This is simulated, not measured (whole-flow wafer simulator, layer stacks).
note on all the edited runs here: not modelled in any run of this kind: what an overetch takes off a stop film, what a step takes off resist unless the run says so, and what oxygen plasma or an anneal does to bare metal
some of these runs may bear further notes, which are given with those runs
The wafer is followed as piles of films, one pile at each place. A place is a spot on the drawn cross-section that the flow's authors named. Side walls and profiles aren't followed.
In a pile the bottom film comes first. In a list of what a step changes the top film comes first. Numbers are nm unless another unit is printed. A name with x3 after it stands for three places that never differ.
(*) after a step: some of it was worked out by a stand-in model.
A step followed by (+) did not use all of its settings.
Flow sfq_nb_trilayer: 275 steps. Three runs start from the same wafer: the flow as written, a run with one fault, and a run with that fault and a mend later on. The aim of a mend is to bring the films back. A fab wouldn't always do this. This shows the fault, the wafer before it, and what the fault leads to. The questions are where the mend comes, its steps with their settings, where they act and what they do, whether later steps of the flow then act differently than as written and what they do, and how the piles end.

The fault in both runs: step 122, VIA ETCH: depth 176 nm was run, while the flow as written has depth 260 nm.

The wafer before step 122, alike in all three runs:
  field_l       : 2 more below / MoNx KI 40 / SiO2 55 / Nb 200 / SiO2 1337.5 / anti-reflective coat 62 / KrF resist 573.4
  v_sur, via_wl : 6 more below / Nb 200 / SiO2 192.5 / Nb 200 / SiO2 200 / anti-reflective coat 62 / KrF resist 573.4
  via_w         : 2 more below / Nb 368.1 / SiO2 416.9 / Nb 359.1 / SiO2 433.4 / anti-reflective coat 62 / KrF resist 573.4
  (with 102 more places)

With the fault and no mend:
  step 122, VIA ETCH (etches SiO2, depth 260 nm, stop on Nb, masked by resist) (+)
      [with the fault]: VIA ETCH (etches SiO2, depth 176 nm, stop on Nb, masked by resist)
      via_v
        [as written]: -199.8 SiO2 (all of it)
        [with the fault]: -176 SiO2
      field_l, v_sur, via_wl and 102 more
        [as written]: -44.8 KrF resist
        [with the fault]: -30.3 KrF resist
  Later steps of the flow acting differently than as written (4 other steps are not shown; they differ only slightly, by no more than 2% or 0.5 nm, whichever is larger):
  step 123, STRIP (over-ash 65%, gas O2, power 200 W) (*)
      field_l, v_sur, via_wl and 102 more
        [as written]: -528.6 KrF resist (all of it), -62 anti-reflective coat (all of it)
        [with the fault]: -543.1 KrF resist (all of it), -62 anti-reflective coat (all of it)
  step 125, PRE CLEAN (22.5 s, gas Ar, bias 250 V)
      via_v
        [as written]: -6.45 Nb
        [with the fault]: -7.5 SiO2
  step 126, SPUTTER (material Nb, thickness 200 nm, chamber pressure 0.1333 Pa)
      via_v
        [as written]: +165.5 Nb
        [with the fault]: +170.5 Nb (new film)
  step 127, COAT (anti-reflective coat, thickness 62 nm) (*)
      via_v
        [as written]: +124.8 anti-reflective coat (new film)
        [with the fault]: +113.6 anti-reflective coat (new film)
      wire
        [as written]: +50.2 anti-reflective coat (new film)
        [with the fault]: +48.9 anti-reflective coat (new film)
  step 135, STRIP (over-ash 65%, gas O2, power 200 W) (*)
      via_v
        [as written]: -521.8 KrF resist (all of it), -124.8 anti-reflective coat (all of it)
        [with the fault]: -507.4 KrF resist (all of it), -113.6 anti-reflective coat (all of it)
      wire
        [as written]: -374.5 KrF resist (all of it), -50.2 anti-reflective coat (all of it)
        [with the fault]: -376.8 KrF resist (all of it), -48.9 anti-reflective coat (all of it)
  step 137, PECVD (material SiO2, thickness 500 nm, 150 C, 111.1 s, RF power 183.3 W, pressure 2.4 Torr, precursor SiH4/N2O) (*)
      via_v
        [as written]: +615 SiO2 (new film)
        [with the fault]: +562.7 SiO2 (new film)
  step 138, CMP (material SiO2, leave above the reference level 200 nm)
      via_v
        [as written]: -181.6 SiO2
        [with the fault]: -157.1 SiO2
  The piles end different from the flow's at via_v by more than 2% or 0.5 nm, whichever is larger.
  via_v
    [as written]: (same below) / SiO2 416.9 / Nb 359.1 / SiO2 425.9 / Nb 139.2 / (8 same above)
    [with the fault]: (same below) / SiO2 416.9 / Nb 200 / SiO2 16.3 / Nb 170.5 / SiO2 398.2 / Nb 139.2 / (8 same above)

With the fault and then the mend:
  The mend stands after step 122.
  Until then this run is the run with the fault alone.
  step 122a, VIA ETCH (etches SiO2, depth 84 nm, stop on Nb, masked by resist) (+) (a further turn of the flow's step 122, with different settings)
      field_l, v_sur, via_wl and 102 more
        -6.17 KrF resist
      via_v
        -23.8 SiO2 (all of it)
  None of the later steps of the flow differs from how it acts as written, at any place that is followed, by more than 2% or 0.5 nm, whichever is larger.
  The piles end the same as the flow's at every place that both follow.
